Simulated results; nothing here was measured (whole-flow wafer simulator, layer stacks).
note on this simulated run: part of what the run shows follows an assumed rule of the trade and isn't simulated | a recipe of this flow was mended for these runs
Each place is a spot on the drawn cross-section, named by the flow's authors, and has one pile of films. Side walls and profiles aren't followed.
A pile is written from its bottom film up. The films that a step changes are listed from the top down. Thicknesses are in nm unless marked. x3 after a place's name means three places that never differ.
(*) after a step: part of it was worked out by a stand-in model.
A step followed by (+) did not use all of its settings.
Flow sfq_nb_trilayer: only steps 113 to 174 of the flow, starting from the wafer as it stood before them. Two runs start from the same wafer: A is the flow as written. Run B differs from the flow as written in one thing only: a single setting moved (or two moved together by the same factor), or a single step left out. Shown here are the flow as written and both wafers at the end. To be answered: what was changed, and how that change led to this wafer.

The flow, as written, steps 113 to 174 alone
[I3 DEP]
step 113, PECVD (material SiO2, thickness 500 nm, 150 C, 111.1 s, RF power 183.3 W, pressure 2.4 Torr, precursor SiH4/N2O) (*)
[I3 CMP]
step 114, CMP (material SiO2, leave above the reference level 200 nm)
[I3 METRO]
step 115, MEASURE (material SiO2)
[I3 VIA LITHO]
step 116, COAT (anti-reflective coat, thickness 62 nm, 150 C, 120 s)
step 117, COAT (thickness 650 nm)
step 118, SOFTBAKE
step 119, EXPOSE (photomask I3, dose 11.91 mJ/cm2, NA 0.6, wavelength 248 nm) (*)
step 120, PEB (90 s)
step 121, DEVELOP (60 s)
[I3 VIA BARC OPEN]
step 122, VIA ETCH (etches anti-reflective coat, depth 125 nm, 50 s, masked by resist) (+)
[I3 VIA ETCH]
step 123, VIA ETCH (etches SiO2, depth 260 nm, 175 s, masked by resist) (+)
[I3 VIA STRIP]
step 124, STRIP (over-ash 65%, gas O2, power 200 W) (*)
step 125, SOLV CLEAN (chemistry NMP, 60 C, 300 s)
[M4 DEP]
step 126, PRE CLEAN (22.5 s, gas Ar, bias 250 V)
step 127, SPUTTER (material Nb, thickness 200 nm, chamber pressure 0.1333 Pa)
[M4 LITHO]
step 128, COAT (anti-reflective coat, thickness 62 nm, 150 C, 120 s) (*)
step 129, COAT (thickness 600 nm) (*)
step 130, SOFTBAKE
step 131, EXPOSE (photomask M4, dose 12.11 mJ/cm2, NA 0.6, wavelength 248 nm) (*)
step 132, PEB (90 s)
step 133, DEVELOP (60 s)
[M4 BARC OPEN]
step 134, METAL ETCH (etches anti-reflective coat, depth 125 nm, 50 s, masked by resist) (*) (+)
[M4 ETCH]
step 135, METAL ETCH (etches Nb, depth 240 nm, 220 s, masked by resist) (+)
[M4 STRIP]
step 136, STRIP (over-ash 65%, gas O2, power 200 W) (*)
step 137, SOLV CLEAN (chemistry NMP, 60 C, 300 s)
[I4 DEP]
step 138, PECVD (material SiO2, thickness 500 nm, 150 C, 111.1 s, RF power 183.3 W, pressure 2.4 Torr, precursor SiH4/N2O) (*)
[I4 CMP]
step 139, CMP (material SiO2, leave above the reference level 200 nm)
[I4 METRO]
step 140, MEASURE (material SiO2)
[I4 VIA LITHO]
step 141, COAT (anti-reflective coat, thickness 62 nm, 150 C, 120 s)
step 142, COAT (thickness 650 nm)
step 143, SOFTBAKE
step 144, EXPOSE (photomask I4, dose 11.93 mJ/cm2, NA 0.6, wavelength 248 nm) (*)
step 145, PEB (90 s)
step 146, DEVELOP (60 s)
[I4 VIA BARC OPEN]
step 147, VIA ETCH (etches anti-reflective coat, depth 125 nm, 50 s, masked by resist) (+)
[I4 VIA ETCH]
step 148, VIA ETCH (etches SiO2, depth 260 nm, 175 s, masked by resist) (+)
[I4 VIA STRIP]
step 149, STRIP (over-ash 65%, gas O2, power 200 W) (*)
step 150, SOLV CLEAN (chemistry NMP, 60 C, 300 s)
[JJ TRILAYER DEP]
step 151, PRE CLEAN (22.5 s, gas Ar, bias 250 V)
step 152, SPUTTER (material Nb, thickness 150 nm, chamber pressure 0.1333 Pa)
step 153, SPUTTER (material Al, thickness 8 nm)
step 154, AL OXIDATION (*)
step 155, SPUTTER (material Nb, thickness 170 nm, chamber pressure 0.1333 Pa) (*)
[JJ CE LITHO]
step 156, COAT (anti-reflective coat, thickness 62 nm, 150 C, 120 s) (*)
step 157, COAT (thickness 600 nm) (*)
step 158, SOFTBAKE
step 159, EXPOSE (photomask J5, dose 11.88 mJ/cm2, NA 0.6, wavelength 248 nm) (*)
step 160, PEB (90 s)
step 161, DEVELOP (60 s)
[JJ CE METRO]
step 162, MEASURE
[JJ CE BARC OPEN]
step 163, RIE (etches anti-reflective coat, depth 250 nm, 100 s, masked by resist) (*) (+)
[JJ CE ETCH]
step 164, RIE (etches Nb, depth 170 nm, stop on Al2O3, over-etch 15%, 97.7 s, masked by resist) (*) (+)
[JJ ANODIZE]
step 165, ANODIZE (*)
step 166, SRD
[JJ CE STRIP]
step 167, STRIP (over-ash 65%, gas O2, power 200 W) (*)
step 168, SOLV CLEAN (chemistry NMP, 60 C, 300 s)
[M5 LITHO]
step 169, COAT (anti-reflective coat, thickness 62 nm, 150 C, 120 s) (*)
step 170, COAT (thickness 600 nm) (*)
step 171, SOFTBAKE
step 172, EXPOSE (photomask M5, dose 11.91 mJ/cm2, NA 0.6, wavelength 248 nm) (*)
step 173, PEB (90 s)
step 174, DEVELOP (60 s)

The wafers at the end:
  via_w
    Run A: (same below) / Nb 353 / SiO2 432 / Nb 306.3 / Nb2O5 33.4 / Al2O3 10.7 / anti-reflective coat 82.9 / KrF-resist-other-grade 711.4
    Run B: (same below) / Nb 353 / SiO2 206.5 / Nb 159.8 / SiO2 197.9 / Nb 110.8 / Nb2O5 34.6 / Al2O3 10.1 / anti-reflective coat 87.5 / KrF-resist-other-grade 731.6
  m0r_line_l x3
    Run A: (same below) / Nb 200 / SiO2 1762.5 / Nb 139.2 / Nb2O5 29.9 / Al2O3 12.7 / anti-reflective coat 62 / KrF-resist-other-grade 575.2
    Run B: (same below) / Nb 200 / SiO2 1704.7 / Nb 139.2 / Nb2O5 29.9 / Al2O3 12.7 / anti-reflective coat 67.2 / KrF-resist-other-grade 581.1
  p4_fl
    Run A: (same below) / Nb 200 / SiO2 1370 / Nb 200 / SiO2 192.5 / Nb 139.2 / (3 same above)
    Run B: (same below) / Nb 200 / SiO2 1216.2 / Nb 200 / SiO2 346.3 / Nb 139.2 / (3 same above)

What caused this: step 113, PECVD: 55.56 s was run, while the flow as written has 111.1 s.

The path from the change to this, step by step:
  step 113, PECVD (material SiO2, thickness 500 nm, 150 C, 111.1 s, RF power 183.3 W, pressure 2.4 Torr, precursor SiH4/N2O) (*)
      field_l, be, be_sur and 64 more: A +500 SiO2 | B +250.2 SiO2
      v_sur, via_wl, via_wr and 27 more: A +500 SiO2 (new film) | B +250.2 SiO2 (new film)
      (also at 9 further places)
  step 114, CMP (material SiO2, leave above the reference level 200 nm)
      field_l, be, be_sur and 64 more: A -96 SiO2 | B nothing
      p4_g1, p4_g2, p3_s0, p3_s1, p3_s2, p3_s3, p3_s4, p3_s5: A -157.1 SiO2 | B nothing
      (also at 31 further places)
  step 116, COAT (anti-reflective coat, thickness 62 nm, 150 C, 120 s)
      m0r_line_l x3, m0r_line_r x3: A +62 anti-reflective coat (new film) | B +41.9 anti-reflective coat (new film)
      m0r_space_l, m0r_space_r, m6r_space_l x2, m6r_space_r x2: A +62 anti-reflective coat (new film) | B +90.9 anti-reflective coat (new film)
      (also at 83 further places)
  step 117, COAT (thickness 650 nm)
      m0r_line_l x3, m0r_line_r x3: A +650 KrF-resist-other-grade (new film) | B +701.2 KrF-resist-other-grade (new film)
      wl_a_sr, wl_b_sl: A +650 KrF-resist-other-grade (new film) | B +634.6 KrF-resist-other-grade (new film)
      (also at 71 further places)
  step 121, DEVELOP (60 s)
      via_v: A -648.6 KrF-resist-other-grade (all of it) | B -589 KrF-resist-other-grade (all of it)
  step 124, STRIP (over-ash 65%, gas O2, power 200 W) (*)
      m0r_line_l x3, m0r_line_r x3: A -510.8 KrF-resist-other-grade (all of it), -62 anti-reflective coat (all of it) | B -561.9 KrF-resist-other-grade (all of it), -41.9 anti-reflective coat (all of it)
      m0r_space_l, m0r_space_r, m6r_space_l x2, m6r_space_r x2: A -510.8 KrF-resist-other-grade (all of it), -62 anti-reflective coat (all of it) | B -522 KrF-resist-other-grade (all of it), -90.9 anti-reflective coat (all of it)
      (also at 93 further places)
  step 127, SPUTTER (material Nb, thickness 200 nm, chamber pressure 0.1333 Pa)
      via_w: A +200 Nb (new film) | B +159.8 Nb (new film)
  step 128, COAT (anti-reflective coat, thickness 62 nm, 150 C, 120 s) (*)
      p3_l1, p3_l2, p3_l3, p3_l4: A +62 anti-reflective coat (new film) | B +43.7 anti-reflective coat (new film)
      m0r_line_l x3: A +62 anti-reflective coat (new film) | B +39.9 anti-reflective coat (new film)
      (also at 82 further places)
  step 129, COAT (thickness 600 nm) (*)
      m0r_line_l x3: A +600 KrF-resist-other-grade (new film) | B +650.5 KrF-resist-other-grade (new film)
      m0r_line_r x3: A +600 KrF-resist-other-grade (new film) | B +650.9 KrF-resist-other-grade (new film)
      (also at 74 further places)
  step 133, DEVELOP (60 s)
      m0r_line_l x3: A -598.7 KrF-resist-other-grade (all of it) | B -649.1 KrF-resist-other-grade (all of it)
      m0r_line_r x3: A -598.7 KrF-resist-other-grade (all of it) | B -649.6 KrF-resist-other-grade (all of it)
      (also at 38 further places)
  step 134, METAL ETCH (etches anti-reflective coat, depth 125 nm, 50 s, masked by resist) (*) (+)
      m5r_linepad_l, m5r_linepad_r, r5r_spacepad_l, r5r_spacepad_r, m8r_pad_l, m8r_pad_r: A -62 anti-reflective coat (all of it) | B -125 anti-reflective coat
      m0r_line_l x3: A -62 anti-reflective coat (all of it) | B -39.9 anti-reflective coat (all of it)
      (also at 45 further places)
  step 135, METAL ETCH (etches Nb, depth 240 nm, 220 s, masked by resist) (+)
      m5r_linepad_l, m5r_linepad_r: A -200 Nb (all of it), -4 SiO2 | B -28.9 anti-reflective coat (all of it), -200 Nb (all of it), -1.11 SiO2
      r5r_spacepad_l, r5r_spacepad_r: A -200 Nb (all of it), -4 SiO2 | B -25.6 anti-reflective coat (all of it), -200 Nb (all of it), -1.44 SiO2
      (also at 2 further places)
  step 136, STRIP (over-ash 65%, gas O2, power 200 W) (*)
      v_sur: A -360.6 KrF-resist-other-grade (all of it), -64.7 anti-reflective coat (all of it) | B -295 KrF-resist-other-grade (all of it), -41.3 anti-reflective coat (all of it)
      via_wl: A -357.4 KrF-resist-other-grade (all of it), -67.6 anti-reflective coat (all of it) | B -302.5 KrF-resist-other-grade (all of it), -33.3 anti-reflective coat (all of it)
      (also at 37 further places)
  step 138, PECVD (material SiO2, thickness 500 nm, 150 C, 111.1 s, RF power 183.3 W, pressure 2.4 Torr, precursor SiH4/N2O) (*)
      p3_s0, p3_s1, p3_s2, p3_s3, p3_s4, p3_s5: A +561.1 SiO2 | B +500 SiO2
      p4_g1, p4_g2: A +500 SiO2 (new film) | B +510.9 SiO2 (new film)
      (also at 1 further place)
  step 139, CMP (material SiO2, leave above the reference level 200 nm)
      field_l, be, be_sur and 55 more: A -96 SiO2 | B nothing
      p3_s0, p3_s1, p3_s2, p3_s3, p3_s4, p3_s5: A -157.1 SiO2 | B nothing
      (also at 12 further places)
  step 141, COAT (anti-reflective coat, thickness 62 nm, 150 C, 120 s)
      m0r_line_l x3, m0r_line_r x3: A +62 anti-reflective coat (new film) | B +72.6 anti-reflective coat (new film)
      m0r_space_l, m0r_space_r, m6r_space_l x2, m6r_space_r x2: A +62 anti-reflective coat (new film) | B +79.6 anti-reflective coat (new film)
      (also at 66 further places)
  ... 17 further steps ...
  step 174, DEVELOP (60 s)
      wl_d_sl, wl_d_sr: A -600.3 KrF-resist-other-grade (all of it) | B -614.9 KrF-resist-other-grade (all of it)
      lsp_m: A -598.6 KrF-resist-other-grade (all of it) | B -572.8 KrF-resist-other-grade (all of it)
      (also at 7 further places)
Taking metal films that touch as one body, via_w has 4 bodies (between them, from the top down: SiO2 197.9; SiO2 206.5; SiO2 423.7); the flow as written gives 3 bodies (between them, from the top down: SiO2 432; SiO2 423.7).
